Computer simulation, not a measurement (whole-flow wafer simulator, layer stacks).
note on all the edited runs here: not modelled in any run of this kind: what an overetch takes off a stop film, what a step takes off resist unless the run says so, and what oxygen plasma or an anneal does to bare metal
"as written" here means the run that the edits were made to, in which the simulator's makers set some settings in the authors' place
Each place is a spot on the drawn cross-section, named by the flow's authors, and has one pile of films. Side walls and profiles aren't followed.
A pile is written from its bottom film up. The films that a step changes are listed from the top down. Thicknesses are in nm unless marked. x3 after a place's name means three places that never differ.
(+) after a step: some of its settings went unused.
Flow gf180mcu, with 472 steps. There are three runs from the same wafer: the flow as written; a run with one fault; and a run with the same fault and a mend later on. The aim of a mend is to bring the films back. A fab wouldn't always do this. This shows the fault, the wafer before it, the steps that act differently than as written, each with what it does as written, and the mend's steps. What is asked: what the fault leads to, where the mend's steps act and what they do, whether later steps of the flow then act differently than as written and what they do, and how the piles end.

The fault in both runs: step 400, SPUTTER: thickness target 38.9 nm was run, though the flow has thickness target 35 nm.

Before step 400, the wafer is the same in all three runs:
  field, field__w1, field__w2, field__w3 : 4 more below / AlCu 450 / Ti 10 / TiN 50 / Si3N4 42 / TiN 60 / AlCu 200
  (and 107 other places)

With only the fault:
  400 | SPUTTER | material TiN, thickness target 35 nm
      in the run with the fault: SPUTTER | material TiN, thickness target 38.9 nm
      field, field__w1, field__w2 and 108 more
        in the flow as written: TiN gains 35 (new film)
        in the run with the fault: TiN gains 38.9 (new film)
  Steps further on in the flow that do not act as written (not shown: 9 more steps that differ only slightly, by at most 2% or 0.5 nm, whichever is larger):
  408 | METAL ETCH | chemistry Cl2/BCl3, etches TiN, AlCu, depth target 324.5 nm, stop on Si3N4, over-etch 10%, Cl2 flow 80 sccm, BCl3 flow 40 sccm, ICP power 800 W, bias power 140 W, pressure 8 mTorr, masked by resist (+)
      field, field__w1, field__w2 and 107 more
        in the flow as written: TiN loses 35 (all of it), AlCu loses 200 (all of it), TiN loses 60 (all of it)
        in the run with the fault: TiN loses 38.9 (all of it), AlCu loses 200 (all of it), TiN loses 60 (all of it)
  The piles end different from the flow's at mim by more than 2% or 0.5 nm, whichever is larger.
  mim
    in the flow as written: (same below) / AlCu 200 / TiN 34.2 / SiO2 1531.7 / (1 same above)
    in the run with the fault: (same below) / AlCu 200 / TiN 38.1 / SiO2 1531.7 / (1 same above)

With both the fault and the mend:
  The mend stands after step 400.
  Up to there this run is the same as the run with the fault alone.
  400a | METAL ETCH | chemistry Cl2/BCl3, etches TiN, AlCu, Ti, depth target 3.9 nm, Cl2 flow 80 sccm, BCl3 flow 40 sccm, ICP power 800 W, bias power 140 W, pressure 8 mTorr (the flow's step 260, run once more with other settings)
      field, field__w1, field__w2 and 108 more
        TiN loses 3.9
  Every later step of the flow that is run acts as written at every place that is followed.
  By the end, the piles equal the flow's at every place that both follow.
